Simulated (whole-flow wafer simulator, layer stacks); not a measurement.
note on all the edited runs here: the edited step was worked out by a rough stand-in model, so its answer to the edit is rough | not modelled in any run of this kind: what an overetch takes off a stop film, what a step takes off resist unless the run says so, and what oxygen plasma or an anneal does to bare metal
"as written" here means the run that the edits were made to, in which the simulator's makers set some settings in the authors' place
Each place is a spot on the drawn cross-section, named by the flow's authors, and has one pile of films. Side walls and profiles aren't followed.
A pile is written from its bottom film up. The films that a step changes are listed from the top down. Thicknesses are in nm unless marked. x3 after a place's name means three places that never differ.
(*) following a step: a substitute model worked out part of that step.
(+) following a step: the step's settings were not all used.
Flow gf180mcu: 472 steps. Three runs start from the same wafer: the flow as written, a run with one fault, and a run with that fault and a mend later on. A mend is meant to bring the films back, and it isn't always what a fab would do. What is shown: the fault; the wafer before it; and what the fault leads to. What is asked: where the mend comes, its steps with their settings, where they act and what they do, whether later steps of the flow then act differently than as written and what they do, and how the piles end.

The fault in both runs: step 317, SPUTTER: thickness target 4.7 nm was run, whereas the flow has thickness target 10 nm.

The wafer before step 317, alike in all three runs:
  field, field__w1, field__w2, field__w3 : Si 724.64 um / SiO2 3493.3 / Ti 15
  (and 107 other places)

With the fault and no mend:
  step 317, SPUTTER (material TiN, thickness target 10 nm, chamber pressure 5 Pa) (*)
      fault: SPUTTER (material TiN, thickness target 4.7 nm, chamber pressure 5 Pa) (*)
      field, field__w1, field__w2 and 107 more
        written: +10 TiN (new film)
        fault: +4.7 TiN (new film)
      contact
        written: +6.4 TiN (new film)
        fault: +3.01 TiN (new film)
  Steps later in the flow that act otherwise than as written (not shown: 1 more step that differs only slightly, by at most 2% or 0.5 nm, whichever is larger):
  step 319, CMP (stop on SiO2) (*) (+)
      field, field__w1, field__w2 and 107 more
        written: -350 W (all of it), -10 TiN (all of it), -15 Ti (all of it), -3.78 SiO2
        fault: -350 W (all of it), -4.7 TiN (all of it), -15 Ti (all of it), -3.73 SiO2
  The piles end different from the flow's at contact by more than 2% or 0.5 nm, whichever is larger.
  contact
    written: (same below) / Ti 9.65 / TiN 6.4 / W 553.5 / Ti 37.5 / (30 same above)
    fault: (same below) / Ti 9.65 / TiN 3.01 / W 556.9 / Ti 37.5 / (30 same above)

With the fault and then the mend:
  The mend follows step 317.
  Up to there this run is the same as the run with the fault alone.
  step 317a, SPUTTER (material TiN, thickness target 5.3 nm, chamber pressure 5 Pa) (*) (a further turn of the flow's step 317, with different settings)
      field, field__w1, field__w2 and 107 more
        +5.3 TiN
      contact
        +3.39 TiN
  None of the later steps of the flow acts differently than as written at any place that is followed.
  At every place that both follow, the piles at the end match the flow's.
